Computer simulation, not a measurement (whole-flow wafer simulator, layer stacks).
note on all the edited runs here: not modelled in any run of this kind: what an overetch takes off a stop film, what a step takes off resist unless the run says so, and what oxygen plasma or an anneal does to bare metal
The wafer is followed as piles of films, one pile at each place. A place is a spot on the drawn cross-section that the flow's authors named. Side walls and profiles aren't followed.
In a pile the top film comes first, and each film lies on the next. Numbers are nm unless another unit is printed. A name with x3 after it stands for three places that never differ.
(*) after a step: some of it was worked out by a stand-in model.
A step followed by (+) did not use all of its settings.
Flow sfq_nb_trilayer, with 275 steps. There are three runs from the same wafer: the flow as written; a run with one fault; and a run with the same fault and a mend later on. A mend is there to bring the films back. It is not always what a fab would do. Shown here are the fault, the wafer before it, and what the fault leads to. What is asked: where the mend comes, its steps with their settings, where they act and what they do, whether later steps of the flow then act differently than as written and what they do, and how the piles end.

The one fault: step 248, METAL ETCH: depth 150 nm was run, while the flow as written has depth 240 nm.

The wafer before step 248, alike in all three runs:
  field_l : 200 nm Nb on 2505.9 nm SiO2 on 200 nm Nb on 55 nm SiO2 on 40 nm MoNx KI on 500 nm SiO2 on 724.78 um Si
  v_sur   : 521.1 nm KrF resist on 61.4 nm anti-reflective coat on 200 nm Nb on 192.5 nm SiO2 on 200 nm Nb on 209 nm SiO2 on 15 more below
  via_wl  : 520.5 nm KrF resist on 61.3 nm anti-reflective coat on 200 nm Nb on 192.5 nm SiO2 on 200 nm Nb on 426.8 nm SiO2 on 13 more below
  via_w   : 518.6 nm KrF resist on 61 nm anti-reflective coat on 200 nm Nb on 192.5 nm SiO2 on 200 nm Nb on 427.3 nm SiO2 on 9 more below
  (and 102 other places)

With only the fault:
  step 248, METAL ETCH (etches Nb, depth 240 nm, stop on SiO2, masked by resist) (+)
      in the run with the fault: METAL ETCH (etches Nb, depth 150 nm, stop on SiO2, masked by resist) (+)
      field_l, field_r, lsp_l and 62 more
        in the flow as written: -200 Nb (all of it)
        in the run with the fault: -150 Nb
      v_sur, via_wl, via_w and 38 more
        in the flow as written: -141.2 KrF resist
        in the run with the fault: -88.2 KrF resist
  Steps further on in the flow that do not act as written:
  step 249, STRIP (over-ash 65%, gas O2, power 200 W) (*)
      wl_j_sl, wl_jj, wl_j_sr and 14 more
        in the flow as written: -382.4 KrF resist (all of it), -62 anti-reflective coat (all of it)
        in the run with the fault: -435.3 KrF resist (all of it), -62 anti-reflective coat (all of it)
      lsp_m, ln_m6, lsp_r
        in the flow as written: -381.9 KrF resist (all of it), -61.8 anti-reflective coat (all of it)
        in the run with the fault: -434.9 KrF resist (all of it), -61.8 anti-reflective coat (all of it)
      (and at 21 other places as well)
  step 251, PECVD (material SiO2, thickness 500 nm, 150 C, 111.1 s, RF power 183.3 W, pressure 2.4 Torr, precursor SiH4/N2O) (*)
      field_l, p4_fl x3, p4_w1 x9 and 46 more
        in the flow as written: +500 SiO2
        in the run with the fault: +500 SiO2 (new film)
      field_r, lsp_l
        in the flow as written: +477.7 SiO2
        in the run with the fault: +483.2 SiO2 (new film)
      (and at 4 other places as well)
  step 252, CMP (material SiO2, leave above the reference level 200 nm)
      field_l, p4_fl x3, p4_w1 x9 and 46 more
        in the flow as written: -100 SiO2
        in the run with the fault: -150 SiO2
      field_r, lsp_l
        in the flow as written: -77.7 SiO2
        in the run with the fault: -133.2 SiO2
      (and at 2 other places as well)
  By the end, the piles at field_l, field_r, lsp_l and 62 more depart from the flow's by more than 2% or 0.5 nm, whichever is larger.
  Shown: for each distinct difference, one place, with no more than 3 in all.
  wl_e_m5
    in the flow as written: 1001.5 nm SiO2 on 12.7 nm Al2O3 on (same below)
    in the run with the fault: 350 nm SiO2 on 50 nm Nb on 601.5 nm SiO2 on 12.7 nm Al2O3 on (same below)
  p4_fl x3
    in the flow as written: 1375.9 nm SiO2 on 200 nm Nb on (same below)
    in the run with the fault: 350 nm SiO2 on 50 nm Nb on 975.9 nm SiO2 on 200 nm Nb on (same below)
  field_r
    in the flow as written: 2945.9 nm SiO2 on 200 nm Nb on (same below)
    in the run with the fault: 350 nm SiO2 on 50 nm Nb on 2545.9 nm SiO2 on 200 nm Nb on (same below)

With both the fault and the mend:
  The mend stands after step 248.
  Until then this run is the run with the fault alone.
  step 248a, METAL ETCH (etches Nb, depth 90 nm, stop on SiO2, masked by resist) (+) (the flow's step 248, run once more with other settings)
      field_l, field_r, lsp_l and 62 more
        -50 Nb (all of it)
      v_sur, via_wl, via_w and 38 more
        -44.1 KrF resist
  Steps further on in the flow that do not act as written:
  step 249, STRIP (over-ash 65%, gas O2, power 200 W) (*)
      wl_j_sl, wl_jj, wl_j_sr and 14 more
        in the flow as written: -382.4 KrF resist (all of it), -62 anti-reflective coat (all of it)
        in the run with the mend: -391.2 KrF resist (all of it), -62 anti-reflective coat (all of it)
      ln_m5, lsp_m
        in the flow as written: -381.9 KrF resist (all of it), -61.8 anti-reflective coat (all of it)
        in the run with the mend: -390.7 KrF resist (all of it), -61.8 anti-reflective coat (all of it)
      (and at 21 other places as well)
  The piles end the same as the flow's at every place that both follow.
